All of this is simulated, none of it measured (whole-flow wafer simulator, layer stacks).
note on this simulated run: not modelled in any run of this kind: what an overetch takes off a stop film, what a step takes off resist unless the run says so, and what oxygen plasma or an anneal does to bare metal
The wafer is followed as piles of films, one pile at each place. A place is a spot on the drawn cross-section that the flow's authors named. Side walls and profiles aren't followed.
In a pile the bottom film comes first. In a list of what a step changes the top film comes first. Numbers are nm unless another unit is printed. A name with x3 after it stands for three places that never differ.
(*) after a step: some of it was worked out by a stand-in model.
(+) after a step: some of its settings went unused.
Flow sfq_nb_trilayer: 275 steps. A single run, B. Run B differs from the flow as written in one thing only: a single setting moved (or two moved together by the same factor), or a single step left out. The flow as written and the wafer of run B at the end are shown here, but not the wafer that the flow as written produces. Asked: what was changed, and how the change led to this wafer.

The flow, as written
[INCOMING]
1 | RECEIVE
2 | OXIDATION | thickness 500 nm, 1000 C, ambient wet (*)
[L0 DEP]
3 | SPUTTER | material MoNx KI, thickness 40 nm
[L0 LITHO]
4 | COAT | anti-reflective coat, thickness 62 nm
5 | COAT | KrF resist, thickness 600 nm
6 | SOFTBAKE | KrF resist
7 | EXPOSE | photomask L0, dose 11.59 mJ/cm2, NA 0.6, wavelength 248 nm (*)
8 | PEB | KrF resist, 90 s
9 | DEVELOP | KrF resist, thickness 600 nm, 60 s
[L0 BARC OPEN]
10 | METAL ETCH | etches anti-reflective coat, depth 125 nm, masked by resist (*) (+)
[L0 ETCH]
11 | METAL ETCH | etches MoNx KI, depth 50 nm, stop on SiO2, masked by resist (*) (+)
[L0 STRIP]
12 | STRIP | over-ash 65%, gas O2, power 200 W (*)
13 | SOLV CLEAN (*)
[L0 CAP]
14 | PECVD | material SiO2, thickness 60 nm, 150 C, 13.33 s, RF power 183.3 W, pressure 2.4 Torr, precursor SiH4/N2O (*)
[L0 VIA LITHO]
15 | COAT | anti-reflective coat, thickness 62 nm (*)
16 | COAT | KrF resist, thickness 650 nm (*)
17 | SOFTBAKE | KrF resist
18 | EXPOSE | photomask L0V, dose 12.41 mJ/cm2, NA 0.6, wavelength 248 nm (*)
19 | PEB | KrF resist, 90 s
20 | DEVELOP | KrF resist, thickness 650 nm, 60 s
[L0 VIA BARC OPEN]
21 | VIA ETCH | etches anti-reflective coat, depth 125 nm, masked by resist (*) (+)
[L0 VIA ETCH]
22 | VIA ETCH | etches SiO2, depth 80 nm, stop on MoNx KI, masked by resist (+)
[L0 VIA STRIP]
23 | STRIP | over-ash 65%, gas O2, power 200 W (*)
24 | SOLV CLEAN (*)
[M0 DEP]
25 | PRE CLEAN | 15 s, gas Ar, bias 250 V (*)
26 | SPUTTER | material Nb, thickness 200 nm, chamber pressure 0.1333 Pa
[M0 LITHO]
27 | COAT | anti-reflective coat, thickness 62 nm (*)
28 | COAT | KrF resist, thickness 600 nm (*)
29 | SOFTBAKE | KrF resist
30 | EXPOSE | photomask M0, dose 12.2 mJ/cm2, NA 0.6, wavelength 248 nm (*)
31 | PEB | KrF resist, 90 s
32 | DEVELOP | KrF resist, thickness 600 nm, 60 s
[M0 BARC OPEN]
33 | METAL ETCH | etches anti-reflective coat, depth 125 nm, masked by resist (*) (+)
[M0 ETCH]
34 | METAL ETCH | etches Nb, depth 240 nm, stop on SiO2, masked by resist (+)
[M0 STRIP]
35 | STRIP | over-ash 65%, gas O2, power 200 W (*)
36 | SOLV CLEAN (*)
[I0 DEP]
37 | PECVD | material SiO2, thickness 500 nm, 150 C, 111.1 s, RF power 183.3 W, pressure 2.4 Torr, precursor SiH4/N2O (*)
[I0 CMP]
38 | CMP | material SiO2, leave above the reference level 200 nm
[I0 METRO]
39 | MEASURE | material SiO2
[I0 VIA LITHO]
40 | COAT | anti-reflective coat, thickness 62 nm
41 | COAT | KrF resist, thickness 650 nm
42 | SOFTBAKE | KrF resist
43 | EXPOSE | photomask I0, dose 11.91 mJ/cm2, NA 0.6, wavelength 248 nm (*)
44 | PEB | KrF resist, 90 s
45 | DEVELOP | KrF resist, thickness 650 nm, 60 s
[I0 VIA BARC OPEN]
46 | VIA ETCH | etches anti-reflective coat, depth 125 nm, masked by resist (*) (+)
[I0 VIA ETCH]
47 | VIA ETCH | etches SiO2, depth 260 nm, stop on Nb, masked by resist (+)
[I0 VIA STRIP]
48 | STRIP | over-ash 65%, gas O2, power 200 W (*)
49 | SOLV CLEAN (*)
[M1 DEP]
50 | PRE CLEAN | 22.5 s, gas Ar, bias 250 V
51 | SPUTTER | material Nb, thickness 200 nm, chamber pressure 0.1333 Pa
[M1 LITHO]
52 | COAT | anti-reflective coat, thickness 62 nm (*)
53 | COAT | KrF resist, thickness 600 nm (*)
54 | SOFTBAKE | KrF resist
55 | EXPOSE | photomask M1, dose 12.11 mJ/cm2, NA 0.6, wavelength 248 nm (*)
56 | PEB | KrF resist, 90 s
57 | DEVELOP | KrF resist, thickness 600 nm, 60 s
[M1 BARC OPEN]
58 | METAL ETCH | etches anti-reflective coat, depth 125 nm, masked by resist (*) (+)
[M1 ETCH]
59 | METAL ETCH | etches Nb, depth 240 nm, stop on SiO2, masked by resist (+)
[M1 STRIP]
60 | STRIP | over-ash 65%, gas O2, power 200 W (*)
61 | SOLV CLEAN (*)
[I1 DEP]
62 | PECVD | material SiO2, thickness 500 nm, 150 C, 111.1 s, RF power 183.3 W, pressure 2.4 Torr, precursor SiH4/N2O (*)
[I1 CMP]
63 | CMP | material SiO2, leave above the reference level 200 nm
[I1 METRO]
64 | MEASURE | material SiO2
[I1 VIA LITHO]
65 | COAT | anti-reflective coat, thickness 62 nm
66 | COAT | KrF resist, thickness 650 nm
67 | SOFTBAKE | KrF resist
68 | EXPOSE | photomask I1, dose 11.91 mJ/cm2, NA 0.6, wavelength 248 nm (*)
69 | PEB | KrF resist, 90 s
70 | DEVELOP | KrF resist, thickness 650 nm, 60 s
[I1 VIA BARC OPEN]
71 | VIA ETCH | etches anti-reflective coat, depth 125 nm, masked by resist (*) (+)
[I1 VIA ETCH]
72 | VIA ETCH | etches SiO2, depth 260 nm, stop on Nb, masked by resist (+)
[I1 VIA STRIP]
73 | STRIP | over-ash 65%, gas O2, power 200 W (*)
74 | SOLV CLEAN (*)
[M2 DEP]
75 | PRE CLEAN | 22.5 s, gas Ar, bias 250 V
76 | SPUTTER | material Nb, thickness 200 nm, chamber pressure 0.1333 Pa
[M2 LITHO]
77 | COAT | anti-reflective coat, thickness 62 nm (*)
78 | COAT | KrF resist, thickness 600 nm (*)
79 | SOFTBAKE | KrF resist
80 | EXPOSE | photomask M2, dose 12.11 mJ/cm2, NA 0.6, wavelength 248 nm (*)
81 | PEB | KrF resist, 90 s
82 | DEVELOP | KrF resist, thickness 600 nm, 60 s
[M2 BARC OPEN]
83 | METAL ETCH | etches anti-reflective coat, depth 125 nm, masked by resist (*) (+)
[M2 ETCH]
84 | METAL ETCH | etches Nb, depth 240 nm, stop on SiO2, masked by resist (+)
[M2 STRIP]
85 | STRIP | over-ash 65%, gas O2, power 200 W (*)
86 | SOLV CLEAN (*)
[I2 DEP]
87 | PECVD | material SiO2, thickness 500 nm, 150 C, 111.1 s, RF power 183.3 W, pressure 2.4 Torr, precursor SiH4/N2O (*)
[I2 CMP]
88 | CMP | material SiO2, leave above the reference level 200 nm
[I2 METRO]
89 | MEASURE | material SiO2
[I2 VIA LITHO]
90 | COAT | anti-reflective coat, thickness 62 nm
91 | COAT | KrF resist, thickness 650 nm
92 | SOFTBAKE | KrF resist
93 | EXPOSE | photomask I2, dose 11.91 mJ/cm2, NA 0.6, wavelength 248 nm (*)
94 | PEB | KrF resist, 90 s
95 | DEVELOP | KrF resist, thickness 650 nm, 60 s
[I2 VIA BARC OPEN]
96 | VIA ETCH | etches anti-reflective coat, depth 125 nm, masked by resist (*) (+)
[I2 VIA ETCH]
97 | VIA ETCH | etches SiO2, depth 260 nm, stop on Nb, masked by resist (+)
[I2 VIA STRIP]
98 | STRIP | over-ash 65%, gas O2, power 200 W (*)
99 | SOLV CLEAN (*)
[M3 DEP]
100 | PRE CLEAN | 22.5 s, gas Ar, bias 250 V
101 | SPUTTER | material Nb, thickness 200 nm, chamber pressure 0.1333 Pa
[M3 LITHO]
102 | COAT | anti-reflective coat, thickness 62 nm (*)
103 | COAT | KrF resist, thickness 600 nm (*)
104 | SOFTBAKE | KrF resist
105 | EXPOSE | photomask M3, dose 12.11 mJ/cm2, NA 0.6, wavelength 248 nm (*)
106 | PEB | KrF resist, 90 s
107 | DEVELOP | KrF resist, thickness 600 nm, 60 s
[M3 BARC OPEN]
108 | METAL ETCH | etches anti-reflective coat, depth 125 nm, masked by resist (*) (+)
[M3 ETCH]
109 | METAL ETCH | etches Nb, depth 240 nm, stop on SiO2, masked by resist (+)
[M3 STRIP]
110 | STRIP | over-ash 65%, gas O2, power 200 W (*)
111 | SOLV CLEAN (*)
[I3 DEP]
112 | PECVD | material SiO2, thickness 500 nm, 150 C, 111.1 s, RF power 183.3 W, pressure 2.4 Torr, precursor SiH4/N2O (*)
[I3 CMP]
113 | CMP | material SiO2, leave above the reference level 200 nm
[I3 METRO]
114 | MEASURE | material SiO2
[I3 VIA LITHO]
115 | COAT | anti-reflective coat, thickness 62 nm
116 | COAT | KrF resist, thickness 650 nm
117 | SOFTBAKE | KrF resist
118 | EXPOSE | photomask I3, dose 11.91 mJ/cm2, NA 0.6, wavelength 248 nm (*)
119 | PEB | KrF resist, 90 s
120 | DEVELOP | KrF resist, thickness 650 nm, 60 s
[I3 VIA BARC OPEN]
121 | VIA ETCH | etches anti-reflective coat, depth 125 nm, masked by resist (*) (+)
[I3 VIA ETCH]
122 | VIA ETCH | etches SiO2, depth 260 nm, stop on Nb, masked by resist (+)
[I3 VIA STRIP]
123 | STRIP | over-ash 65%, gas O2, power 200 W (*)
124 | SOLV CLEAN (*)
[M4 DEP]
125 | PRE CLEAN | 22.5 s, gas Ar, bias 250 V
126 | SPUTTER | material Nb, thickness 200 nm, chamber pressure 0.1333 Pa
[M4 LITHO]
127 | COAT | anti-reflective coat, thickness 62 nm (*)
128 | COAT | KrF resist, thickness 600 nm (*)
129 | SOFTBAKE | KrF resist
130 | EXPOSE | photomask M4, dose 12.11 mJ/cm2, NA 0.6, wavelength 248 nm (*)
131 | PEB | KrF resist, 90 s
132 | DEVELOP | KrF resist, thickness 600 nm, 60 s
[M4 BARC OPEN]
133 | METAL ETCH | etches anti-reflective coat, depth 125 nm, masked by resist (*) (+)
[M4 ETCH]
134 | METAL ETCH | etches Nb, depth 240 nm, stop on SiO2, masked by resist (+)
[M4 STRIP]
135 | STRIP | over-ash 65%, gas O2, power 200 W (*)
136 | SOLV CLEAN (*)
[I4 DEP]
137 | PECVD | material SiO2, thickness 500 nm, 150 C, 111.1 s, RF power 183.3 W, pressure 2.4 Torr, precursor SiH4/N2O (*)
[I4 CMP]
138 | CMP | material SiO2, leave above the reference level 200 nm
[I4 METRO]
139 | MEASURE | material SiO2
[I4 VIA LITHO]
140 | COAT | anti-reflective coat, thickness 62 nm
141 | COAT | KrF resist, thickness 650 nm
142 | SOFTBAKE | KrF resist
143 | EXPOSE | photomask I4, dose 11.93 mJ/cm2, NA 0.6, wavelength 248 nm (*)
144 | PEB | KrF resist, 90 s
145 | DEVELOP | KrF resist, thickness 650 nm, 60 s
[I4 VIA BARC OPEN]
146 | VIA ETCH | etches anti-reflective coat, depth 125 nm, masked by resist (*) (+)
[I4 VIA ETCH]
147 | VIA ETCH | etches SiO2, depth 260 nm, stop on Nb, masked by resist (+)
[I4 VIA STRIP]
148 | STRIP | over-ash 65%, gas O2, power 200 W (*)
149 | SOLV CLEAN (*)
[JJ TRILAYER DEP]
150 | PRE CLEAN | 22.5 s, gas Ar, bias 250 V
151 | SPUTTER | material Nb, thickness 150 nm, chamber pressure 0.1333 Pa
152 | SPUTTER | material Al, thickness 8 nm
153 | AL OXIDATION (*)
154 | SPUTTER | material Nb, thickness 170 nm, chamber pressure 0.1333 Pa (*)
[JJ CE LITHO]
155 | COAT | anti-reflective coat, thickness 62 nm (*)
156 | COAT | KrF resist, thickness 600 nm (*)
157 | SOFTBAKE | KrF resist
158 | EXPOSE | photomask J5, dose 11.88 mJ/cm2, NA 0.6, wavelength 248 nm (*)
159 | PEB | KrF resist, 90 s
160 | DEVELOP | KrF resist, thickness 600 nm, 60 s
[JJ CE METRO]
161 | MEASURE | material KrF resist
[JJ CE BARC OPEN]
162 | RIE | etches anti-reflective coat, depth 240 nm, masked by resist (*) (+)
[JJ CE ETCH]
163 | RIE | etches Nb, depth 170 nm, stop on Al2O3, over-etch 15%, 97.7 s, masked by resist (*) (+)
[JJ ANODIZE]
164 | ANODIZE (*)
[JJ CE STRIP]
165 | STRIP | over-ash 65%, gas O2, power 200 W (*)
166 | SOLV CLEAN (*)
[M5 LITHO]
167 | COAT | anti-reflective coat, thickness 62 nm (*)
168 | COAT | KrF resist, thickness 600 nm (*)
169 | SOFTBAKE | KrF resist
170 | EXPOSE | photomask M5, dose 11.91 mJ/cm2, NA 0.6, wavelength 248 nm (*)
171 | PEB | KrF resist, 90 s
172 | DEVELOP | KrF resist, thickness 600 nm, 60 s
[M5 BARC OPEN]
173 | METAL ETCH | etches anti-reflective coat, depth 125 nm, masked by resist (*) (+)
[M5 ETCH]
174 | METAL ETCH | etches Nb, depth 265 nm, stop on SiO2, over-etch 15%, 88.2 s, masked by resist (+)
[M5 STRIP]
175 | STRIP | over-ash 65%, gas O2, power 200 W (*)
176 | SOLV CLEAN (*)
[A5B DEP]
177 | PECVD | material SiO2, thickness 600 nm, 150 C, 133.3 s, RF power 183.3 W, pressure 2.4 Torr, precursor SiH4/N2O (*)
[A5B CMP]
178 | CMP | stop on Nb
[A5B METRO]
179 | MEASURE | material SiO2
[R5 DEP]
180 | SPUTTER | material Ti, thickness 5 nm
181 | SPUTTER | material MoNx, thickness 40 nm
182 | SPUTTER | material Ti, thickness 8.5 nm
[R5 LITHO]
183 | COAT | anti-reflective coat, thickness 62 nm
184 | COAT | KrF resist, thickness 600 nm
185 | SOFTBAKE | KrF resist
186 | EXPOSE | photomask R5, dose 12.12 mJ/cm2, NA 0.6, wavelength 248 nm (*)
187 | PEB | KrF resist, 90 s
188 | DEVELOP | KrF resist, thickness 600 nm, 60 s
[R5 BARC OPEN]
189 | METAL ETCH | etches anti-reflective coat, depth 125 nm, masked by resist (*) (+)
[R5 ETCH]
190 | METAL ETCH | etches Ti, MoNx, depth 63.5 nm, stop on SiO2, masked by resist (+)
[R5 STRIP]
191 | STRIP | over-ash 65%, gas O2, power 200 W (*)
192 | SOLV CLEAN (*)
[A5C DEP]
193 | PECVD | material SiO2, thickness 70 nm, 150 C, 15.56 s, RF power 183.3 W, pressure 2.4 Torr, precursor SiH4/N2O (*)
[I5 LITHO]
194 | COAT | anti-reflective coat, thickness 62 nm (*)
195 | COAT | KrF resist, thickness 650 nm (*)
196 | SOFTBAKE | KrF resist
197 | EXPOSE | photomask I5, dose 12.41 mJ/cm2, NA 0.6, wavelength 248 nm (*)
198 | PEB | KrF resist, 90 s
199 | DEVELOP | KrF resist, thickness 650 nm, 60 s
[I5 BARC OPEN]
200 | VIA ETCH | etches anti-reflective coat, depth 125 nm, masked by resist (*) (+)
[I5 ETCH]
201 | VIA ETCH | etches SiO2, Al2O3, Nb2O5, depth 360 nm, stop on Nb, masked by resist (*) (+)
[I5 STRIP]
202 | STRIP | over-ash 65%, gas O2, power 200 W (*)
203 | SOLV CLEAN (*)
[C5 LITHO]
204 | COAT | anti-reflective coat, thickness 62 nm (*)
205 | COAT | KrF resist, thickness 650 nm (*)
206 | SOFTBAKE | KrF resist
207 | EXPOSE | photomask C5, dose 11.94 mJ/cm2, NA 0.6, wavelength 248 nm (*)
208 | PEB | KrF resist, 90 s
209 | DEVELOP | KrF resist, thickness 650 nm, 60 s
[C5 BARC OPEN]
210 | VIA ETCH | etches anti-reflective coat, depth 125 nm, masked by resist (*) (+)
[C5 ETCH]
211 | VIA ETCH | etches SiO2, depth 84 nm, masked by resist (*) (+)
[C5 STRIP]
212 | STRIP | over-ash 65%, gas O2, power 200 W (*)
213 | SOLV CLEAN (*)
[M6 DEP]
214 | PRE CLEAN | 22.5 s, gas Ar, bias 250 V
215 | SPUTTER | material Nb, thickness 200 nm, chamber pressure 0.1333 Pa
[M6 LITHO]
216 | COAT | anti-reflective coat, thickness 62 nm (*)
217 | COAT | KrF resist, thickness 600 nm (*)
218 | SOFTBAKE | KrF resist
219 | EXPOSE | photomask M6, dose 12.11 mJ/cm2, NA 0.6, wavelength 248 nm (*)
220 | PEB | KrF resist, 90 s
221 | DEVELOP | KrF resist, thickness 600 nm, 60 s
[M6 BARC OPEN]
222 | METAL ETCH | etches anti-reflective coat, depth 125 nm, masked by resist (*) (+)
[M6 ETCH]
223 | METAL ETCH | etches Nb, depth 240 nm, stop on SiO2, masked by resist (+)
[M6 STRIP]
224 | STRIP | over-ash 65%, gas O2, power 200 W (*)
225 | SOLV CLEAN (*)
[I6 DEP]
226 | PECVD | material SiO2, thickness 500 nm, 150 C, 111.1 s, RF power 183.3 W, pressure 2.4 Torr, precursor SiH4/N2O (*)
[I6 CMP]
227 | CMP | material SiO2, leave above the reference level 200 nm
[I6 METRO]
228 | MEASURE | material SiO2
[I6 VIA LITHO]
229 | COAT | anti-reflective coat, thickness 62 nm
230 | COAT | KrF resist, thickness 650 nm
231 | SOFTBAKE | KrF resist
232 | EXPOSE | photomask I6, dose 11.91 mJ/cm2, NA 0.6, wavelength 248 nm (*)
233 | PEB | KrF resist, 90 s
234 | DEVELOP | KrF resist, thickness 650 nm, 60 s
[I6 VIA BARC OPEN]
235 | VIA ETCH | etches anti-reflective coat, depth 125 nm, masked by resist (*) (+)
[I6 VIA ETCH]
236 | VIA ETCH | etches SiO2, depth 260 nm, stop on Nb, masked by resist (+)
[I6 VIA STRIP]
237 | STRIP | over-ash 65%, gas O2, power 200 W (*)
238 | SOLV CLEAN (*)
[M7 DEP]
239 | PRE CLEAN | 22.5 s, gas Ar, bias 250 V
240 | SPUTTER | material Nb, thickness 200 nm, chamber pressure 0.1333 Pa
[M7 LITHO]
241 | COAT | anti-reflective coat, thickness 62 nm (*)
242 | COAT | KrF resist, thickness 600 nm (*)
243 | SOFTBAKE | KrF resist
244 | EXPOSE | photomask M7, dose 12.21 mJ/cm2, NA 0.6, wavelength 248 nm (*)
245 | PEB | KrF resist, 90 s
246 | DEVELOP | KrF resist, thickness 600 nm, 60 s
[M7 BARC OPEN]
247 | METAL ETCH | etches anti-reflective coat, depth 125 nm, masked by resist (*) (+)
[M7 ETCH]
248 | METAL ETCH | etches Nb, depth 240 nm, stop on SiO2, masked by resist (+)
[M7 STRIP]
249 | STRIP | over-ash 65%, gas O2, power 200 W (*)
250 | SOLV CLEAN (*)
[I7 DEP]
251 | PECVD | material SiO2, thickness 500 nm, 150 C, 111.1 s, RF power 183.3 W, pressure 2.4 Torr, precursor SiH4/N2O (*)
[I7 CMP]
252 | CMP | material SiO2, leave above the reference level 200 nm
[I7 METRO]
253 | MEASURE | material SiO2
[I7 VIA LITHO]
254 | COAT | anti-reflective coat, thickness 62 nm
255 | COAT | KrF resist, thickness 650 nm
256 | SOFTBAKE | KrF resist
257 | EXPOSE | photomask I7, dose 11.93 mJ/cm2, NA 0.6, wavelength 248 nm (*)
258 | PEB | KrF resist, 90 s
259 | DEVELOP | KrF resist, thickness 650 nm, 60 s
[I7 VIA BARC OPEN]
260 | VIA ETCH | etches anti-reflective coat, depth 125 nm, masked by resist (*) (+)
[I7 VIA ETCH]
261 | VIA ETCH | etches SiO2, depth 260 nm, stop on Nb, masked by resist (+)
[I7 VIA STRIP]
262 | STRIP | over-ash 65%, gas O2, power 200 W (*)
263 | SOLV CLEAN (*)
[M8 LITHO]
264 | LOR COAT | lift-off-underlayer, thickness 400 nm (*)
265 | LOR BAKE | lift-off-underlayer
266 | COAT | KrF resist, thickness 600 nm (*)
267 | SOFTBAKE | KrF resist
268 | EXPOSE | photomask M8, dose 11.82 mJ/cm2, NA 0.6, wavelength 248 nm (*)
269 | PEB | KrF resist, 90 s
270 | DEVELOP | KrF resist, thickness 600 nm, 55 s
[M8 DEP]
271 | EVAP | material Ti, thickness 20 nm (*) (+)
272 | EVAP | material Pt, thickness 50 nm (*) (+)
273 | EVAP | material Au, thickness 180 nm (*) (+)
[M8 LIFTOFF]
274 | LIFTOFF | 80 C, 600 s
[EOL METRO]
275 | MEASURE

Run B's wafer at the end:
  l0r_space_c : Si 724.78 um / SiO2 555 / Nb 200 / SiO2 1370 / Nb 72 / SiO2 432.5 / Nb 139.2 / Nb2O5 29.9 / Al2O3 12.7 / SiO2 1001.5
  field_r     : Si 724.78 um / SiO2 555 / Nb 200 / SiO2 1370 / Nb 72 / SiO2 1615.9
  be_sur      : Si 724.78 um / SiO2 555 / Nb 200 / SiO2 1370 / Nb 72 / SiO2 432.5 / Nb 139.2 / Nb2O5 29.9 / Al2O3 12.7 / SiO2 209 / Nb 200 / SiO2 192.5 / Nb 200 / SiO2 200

Cause: step 126, SPUTTER: thickness 312 nm was run, though the flow has thickness 200 nm.

The path from the change to this, step by step:
  126 | SPUTTER | material Nb, thickness 200 nm, chamber pressure 0.1333 Pa
      field_l, v_sur, via_wl and 102 more: +312 Nb (new film) (it would be, as written: +200 Nb (new film))
      via_v: +260 Nb (it would be, as written: +165.5 Nb)
  127 | COAT | anti-reflective coat, thickness 62 nm (*)
      via_v: +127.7 anti-reflective coat (new film) (it would be, as written: +124.8 anti-reflective coat (new film))
  134 | METAL ETCH | etches Nb, depth 240 nm, stop on SiO2, masked by resist (+)
      field_l, be, be_sur and 64 more: -240 Nb (it would be, as written: -200 Nb (all of it))
  135 | STRIP | over-ash 65%, gas O2, power 200 W (*)
      via_v: -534 KrF resist (all of it), -127.7 anti-reflective coat (all of it) (it would be, as written: -521.8 KrF resist (all of it), -124.8 anti-reflective coat (all of it))
  137 | PECVD | material SiO2, thickness 500 nm, 150 C, 111.1 s, RF power 183.3 W, pressure 2.4 Torr, precursor SiH4/N2O (*)
      field_l, be, be_sur and 55 more: +500 SiO2 (new film) (it would be, as written: +500 SiO2)
      p3_s0, p3_s1, p3_s2, p3_s3, p3_s4, p3_s5: +597.1 SiO2 (new film) (it would be, as written: +557.1 SiO2)
      (and at 3 other places as well)
  138 | CMP | material SiO2, leave above the reference level 200 nm
      field_l, be, be_sur and 55 more: -60 SiO2 (it would be, as written: -100 SiO2)
      lsp_r, l0_sur, l0v: -50.3 SiO2 (it would be, as written: -91.9 SiO2)
      (and at 1 other place as well)
With metal films that touch counted as one body, l0r_space_c has 3 bodies (between them, from the top down: SiO2 432.5; SiO2 1370); the flow as written gives 2 bodies (between them, from the top down: SiO2 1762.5).
With metal films that touch counted as one body, field_r has 2 bodies (between them, from the top down: SiO2 1370); the flow as written gives 1 body.
With metal films that touch counted as one body, be_sur has 5 bodies (between them, from the top down: SiO2 192.5; SiO2 209 / Al2O3 12.7 / Nb2O5 29.9; SiO2 432.5; SiO2 1370); the flow as written gives 4 bodies (between them, from the top down: SiO2 192.5; SiO2 209 / Al2O3 12.7 / Nb2O5 29.9; SiO2 1762.5).
